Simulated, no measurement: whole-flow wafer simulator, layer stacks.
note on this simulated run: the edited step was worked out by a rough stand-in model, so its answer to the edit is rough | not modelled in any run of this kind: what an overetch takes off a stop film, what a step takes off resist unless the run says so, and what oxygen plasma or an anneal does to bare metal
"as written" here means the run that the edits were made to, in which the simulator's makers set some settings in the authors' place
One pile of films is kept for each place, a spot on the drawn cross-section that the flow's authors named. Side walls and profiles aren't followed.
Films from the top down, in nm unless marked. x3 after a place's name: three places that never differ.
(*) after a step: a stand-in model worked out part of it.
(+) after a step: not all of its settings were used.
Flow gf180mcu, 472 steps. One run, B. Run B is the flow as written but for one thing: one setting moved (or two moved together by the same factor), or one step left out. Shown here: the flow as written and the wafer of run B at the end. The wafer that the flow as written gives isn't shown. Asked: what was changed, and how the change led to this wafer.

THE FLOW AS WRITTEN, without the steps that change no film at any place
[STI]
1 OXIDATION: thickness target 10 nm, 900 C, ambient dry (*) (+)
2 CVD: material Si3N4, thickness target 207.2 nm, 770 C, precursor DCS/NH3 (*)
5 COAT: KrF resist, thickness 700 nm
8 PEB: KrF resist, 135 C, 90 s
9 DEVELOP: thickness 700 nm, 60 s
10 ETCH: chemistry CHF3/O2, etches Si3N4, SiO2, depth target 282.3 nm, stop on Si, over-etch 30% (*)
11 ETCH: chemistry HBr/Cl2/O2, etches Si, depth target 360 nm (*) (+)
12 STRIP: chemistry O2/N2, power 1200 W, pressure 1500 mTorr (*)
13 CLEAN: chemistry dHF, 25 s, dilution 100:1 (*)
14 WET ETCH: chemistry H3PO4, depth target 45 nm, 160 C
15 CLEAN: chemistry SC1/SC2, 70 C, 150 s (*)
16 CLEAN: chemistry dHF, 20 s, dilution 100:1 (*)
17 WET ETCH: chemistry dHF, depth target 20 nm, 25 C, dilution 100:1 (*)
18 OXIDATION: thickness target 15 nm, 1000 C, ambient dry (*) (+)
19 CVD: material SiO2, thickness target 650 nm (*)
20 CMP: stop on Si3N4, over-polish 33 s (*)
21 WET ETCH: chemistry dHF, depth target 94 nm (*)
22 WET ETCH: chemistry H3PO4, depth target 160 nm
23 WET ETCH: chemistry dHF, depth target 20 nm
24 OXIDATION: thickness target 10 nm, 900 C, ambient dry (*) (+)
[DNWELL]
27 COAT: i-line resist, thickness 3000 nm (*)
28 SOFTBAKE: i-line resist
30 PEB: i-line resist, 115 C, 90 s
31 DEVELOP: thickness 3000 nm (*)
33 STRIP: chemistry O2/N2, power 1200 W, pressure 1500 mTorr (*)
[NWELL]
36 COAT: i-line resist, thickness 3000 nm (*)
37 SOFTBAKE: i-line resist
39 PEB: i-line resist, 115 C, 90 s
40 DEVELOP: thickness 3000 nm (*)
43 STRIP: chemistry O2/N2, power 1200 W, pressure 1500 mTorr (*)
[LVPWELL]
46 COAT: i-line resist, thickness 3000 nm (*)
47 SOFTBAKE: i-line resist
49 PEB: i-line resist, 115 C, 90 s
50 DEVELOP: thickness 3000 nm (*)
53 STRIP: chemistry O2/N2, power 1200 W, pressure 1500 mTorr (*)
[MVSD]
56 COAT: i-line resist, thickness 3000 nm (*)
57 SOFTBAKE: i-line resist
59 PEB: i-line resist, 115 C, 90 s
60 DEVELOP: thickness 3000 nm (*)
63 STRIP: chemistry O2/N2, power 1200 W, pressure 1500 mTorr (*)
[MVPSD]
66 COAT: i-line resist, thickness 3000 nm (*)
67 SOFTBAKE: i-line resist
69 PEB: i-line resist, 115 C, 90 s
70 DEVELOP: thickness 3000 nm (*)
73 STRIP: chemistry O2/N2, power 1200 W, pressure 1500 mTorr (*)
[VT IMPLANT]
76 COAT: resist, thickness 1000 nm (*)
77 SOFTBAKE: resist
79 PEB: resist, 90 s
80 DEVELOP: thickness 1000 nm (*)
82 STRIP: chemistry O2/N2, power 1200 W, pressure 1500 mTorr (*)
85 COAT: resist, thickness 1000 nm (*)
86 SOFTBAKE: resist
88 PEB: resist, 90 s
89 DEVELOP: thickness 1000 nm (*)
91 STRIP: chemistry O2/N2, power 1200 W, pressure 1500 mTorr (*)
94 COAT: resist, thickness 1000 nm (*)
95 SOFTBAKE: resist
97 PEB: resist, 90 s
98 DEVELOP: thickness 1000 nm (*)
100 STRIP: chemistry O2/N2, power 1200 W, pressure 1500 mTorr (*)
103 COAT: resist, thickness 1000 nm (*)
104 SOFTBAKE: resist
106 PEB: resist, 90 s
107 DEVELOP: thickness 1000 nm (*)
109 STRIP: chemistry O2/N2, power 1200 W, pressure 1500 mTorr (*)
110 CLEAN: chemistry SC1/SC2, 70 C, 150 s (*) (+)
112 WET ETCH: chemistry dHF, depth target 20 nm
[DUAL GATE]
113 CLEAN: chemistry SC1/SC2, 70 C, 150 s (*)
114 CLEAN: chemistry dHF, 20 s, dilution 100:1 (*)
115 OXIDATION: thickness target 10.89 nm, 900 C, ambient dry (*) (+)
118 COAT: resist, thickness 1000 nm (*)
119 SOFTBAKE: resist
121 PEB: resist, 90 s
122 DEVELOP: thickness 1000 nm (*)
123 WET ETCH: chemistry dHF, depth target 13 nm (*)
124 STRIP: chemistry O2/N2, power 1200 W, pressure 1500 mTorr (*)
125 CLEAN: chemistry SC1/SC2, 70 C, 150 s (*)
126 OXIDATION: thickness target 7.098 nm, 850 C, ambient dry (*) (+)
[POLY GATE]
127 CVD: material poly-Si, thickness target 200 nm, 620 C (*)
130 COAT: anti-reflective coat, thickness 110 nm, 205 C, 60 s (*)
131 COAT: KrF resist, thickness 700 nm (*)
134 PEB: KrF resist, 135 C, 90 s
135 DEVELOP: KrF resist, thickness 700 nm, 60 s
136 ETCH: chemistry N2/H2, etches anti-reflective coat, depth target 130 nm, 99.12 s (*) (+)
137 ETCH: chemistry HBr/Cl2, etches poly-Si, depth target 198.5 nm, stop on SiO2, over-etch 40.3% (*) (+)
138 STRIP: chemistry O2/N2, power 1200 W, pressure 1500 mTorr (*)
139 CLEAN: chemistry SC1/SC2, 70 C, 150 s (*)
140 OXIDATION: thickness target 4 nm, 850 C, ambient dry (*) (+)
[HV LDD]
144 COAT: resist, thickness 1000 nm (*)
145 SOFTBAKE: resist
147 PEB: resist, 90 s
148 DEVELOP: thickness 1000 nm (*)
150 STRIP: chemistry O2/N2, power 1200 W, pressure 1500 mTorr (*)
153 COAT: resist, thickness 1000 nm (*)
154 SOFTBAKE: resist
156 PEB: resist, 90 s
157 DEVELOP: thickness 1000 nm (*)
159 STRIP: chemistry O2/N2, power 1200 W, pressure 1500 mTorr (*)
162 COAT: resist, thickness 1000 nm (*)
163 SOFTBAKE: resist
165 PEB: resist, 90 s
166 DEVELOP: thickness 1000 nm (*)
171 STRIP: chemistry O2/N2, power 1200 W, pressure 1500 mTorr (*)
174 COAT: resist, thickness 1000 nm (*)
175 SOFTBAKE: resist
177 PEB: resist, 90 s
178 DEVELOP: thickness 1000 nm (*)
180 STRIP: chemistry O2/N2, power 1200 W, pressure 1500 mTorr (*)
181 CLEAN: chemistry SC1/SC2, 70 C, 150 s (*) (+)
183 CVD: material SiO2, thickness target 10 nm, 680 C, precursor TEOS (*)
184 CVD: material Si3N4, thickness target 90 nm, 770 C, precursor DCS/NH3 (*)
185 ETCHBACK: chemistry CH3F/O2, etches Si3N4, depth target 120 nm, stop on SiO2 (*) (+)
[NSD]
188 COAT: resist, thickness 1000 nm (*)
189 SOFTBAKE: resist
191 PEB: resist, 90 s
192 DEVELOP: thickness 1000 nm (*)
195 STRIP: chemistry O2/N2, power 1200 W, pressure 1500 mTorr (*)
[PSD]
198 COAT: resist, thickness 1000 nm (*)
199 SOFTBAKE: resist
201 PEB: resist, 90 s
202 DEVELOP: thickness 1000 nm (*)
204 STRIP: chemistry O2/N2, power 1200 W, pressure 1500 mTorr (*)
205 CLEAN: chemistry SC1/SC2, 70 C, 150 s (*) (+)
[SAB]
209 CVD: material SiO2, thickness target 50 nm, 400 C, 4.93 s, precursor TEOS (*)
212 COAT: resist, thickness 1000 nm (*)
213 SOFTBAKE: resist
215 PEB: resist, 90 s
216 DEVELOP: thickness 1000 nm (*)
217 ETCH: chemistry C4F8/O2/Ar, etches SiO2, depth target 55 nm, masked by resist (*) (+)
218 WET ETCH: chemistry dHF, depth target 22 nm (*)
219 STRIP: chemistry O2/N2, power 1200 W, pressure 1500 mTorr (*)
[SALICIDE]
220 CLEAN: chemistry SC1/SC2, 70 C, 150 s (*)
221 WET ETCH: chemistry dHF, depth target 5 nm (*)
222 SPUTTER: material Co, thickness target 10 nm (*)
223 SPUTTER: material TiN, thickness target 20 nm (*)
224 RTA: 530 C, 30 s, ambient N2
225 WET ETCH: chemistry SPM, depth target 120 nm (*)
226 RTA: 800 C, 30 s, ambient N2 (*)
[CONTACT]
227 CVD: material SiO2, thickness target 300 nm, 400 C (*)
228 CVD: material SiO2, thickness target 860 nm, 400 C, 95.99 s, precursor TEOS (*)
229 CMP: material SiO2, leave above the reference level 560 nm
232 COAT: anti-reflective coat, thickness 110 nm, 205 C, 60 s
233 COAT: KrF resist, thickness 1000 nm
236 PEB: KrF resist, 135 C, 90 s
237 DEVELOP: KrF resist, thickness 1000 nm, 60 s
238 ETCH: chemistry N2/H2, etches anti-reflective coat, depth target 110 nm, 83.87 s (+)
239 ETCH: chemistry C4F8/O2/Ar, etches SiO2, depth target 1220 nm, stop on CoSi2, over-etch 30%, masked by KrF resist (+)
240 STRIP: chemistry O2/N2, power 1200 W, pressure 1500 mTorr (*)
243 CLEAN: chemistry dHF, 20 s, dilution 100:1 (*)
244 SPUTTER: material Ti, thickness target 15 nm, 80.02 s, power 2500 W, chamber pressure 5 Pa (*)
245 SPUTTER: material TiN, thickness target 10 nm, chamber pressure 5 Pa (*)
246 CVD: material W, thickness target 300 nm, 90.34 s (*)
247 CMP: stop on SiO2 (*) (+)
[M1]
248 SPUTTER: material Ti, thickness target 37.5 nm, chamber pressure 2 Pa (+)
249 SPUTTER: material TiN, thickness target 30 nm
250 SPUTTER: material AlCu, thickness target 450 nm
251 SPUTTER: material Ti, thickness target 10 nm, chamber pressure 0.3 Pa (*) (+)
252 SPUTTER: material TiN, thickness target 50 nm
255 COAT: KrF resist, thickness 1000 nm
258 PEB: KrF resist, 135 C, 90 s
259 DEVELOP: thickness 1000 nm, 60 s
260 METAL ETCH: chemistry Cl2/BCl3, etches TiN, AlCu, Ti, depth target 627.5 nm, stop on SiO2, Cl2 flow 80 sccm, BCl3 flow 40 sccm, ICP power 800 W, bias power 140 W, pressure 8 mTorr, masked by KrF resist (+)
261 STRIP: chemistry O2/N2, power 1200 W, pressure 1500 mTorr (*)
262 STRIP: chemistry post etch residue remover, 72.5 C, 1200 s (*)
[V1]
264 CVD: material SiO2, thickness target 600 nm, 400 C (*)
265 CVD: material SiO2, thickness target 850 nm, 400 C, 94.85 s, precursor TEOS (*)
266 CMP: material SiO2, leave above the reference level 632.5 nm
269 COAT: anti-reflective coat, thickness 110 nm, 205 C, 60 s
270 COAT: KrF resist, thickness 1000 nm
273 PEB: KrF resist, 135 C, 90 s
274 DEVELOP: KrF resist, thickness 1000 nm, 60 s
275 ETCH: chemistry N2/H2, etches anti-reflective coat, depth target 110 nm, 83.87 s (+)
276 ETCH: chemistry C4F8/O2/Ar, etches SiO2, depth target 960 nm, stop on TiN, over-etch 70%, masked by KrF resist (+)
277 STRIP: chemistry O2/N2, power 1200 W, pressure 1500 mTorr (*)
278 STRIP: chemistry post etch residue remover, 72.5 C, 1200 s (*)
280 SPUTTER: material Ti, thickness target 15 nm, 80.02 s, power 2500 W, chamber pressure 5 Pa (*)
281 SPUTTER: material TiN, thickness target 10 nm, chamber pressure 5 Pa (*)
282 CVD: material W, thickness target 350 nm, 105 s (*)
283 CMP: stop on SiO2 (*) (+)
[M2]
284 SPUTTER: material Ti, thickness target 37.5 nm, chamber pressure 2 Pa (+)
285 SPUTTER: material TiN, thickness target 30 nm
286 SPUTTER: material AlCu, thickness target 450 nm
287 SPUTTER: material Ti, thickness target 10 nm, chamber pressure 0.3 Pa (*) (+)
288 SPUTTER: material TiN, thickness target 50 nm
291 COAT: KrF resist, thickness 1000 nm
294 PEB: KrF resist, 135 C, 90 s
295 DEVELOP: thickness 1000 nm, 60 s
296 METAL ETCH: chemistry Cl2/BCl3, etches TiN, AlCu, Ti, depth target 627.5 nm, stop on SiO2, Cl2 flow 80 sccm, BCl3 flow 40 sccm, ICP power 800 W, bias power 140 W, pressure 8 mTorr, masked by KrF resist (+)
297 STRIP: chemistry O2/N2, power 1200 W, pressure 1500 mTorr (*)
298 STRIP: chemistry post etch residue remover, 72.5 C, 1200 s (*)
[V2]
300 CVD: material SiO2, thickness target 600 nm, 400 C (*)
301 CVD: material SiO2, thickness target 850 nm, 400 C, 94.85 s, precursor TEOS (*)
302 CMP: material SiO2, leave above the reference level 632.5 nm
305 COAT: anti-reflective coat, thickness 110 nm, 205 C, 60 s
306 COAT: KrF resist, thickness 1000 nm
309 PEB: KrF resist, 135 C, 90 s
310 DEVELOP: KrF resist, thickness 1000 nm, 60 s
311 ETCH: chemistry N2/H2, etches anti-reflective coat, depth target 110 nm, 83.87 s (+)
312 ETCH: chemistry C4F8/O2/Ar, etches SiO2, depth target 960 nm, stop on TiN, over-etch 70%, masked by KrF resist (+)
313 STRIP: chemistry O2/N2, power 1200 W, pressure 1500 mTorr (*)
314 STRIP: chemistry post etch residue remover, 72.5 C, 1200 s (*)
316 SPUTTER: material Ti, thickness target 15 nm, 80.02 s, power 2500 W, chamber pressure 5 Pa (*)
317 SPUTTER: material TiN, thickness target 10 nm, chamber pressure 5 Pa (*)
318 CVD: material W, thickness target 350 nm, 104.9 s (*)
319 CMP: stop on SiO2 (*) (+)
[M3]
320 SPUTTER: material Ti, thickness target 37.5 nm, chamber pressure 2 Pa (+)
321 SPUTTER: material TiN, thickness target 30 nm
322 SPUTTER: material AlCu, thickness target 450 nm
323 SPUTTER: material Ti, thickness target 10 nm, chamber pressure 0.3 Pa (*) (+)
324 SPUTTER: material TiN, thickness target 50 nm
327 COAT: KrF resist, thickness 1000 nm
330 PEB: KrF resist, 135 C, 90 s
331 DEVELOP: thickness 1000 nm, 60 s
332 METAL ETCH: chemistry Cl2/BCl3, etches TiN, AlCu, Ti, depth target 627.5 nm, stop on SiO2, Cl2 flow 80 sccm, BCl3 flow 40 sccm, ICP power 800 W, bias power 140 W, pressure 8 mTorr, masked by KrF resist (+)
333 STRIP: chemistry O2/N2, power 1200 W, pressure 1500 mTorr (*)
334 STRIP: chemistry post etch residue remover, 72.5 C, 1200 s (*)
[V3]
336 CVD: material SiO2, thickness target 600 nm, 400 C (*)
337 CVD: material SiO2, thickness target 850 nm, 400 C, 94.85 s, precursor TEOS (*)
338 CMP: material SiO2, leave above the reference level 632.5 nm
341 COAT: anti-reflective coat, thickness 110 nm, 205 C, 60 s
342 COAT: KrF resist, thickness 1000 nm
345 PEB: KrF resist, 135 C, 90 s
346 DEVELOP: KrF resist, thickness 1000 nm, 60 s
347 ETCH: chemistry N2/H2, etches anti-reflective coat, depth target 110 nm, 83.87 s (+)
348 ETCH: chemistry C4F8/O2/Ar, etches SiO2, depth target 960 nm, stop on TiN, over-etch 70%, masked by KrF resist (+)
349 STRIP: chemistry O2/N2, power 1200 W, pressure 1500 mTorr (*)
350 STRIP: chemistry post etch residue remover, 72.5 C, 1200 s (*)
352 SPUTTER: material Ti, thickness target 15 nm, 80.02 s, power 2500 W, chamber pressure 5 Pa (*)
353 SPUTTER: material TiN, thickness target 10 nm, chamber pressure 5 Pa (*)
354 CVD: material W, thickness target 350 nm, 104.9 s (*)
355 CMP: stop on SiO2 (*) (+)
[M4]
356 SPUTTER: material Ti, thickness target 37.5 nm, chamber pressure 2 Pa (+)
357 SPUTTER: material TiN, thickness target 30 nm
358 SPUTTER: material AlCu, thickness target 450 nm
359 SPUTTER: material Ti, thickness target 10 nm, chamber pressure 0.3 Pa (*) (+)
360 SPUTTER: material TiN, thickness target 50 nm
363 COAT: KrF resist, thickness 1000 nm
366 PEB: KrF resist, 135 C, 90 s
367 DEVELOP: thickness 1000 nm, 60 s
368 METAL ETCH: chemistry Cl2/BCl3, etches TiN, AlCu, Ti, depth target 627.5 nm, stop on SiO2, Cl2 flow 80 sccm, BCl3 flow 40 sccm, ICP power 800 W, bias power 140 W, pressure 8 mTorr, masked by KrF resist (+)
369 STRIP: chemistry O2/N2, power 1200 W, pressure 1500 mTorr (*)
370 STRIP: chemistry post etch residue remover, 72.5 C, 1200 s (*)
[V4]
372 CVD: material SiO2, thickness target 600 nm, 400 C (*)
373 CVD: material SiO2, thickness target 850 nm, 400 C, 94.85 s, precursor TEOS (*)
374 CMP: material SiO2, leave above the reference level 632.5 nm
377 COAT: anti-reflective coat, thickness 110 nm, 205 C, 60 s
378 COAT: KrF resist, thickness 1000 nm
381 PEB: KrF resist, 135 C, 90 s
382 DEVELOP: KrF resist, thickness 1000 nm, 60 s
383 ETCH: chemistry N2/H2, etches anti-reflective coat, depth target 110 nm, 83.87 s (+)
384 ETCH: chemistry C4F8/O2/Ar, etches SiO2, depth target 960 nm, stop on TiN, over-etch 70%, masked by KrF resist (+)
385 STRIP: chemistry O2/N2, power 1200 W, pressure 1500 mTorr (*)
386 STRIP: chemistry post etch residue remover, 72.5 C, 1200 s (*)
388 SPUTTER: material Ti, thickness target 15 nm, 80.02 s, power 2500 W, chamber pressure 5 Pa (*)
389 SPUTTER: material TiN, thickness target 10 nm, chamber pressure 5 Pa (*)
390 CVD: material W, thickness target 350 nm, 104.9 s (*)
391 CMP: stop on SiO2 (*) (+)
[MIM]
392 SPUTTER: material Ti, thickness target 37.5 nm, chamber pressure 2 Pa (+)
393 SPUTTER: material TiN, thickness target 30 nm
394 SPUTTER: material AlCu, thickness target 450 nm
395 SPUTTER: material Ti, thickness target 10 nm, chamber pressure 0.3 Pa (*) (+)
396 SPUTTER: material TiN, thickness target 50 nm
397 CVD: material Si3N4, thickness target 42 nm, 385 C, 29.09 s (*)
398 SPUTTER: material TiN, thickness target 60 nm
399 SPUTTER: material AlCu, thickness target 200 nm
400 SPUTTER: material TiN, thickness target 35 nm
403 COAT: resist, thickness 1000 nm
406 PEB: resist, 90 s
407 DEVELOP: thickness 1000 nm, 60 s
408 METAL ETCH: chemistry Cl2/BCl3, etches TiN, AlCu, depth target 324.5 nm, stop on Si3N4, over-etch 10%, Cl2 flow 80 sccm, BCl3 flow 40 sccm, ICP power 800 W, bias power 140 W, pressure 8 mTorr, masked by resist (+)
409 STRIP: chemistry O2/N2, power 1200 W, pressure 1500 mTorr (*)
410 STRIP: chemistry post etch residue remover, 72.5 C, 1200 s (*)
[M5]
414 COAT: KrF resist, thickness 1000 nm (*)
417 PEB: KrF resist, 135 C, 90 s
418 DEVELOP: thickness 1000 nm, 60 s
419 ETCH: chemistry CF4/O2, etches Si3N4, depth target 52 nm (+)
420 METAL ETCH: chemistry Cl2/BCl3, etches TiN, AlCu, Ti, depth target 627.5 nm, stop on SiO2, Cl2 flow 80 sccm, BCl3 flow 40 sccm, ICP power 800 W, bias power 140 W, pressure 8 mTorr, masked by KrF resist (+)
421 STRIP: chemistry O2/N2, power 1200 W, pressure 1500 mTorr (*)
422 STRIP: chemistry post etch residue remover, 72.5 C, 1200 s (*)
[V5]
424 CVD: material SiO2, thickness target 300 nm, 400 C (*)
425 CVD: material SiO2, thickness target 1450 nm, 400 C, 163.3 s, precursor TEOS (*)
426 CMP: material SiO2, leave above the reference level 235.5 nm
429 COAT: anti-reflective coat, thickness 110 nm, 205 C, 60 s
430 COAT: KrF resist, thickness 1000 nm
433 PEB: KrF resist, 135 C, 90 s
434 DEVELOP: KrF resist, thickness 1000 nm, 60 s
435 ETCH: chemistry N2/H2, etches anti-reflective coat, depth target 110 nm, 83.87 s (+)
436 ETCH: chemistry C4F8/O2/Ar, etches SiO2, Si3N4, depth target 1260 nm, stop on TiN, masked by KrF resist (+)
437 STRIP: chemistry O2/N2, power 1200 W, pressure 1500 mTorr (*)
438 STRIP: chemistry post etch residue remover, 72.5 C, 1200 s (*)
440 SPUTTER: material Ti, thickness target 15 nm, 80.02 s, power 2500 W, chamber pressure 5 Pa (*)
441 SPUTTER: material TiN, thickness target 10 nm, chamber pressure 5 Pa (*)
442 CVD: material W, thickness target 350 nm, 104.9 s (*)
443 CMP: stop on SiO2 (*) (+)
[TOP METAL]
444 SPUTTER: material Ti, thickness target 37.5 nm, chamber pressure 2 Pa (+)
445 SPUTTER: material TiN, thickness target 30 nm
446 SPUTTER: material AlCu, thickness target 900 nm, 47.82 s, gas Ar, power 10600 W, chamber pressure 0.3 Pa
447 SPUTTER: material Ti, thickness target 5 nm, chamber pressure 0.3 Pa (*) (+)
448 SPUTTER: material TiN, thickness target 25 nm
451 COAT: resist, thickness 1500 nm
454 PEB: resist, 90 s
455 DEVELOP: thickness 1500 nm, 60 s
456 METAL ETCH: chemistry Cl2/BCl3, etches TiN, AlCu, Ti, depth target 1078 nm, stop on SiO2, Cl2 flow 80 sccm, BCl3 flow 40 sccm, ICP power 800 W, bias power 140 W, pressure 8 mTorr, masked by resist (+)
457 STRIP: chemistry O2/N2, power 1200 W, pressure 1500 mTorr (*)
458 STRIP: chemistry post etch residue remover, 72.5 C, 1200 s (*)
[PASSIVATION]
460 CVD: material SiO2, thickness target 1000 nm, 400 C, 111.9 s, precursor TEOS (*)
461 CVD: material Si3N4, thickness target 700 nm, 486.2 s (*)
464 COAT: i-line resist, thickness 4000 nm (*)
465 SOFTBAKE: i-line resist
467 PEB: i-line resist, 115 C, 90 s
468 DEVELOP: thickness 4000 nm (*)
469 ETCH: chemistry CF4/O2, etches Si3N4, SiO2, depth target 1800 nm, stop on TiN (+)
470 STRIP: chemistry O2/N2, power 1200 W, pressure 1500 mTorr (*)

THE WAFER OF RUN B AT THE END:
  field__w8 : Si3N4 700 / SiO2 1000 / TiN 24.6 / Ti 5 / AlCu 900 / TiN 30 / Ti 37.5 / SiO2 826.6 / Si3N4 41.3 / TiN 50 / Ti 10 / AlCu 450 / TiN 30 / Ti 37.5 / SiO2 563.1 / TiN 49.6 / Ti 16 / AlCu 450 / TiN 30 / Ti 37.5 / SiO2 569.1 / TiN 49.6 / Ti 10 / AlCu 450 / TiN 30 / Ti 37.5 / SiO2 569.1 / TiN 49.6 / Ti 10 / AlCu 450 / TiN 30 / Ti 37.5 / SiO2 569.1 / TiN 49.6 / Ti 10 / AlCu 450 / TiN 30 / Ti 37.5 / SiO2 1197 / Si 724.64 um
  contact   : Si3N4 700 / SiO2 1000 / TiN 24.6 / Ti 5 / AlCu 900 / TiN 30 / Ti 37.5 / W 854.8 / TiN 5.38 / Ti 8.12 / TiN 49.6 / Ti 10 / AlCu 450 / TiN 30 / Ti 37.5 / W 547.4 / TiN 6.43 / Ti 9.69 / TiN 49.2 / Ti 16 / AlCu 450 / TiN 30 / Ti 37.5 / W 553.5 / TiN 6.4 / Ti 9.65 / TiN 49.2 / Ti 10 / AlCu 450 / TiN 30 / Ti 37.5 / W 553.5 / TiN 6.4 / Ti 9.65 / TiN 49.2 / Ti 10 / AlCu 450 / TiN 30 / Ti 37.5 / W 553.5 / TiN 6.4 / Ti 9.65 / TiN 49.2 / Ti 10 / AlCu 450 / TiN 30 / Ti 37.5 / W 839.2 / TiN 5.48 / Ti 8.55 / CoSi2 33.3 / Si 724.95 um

The cause: step 359, SPUTTER: thickness target 16 nm was run, where the flow has thickness target 10 nm.
It can be read off the wafer: field__w8 has Ti 16, and step 359 as written asks for 10 nm.

How the change led to this, step by step:
  359 SPUTTER: material Ti, thickness target 10 nm, chamber pressure 0.3 Pa (*) (+)
      field, field__w1, field__w2 and 108 more: Ti +16 (new film) (as written it would be: Ti +10 (new film))
  368 METAL ETCH: chemistry Cl2/BCl3, etches TiN, AlCu, Ti, depth target 627.5 nm, stop on SiO2, Cl2 flow 80 sccm, BCl3 flow 40 sccm, ICP power 800 W, bias power 140 W, pressure 8 mTorr, masked by KrF resist (+)
      field, field__w1, field__w2 and 103 more: TiN -50 (all of it), Ti -16 (all of it), AlCu -450 (all of it), TiN -30 (all of it), Ti -37.5 (all of it) (as written it would be: TiN -50 (all of it), Ti -10 (all of it), AlCu -450 (all of it), TiN -30 (all of it), Ti -37.5 (all of it))
